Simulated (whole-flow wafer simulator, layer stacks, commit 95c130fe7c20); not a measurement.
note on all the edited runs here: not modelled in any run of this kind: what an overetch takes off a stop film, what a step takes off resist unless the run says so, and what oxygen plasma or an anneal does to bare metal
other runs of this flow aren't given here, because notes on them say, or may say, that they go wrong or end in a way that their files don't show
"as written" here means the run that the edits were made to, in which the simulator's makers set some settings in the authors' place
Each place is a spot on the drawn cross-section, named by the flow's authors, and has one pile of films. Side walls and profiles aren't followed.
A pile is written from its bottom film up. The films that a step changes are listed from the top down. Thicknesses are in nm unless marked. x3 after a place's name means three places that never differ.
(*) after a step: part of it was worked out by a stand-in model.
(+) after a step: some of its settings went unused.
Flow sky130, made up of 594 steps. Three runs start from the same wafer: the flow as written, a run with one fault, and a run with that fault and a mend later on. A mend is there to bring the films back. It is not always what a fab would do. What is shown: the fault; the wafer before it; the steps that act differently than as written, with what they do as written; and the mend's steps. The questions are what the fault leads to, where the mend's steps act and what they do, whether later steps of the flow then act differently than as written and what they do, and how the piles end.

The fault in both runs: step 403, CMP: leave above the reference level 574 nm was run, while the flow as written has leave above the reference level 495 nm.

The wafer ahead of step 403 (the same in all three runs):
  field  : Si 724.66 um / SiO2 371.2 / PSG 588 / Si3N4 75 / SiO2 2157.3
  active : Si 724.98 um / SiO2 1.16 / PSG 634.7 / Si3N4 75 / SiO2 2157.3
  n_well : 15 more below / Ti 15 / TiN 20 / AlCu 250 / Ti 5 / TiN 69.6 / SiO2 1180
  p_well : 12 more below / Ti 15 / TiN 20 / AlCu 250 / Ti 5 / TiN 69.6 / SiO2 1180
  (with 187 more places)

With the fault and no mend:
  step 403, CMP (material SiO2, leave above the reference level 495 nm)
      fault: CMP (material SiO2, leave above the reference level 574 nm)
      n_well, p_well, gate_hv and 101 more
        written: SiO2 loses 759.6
        fault: SiO2 loses 680.6
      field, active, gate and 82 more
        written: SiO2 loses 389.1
        fault: SiO2 loses 310.1
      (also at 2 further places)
  Later steps of the flow acting differently than as written:
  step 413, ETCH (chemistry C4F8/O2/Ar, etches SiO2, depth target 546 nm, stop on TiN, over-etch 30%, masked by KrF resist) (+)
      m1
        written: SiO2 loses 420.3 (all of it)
        fault: SiO2 loses 499.3 (all of it)
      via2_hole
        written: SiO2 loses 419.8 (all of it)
        fault: SiO2 loses 498.8 (all of it)
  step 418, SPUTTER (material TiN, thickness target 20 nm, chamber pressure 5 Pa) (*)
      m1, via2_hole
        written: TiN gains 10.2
        fault: TiN gains 9.18
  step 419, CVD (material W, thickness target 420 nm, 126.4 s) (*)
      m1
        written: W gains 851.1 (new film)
        fault: W gains 931.1 (new film)
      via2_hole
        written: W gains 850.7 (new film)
        fault: W gains 930.7 (new film)
  The piles end different from the flow's at n_well, p_well, gate_hv and 120 more by more than 2% or 0.5 nm, whichever is larger.
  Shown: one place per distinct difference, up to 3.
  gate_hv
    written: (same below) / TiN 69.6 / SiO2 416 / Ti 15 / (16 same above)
    fault: (same below) / TiN 69.6 / SiO2 495 / Ti 15 / (16 same above)
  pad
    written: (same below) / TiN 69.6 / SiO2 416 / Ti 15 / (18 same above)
    fault: (same below) / TiN 69.6 / SiO2 495 / Ti 15 / (18 same above)
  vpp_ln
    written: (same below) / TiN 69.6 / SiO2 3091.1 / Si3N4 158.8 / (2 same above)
    fault: (same below) / TiN 69.6 / SiO2 3170.1 / Si3N4 158.8 / (2 same above)

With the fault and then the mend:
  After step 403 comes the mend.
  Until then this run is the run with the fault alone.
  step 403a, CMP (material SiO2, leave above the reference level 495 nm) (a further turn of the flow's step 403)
      field, active, n_well and 188 more
        SiO2 loses 79
  None of the later steps of the flow acts differently than as written at any place that is followed.
  The piles end the same as the flow's at every place that both follow.
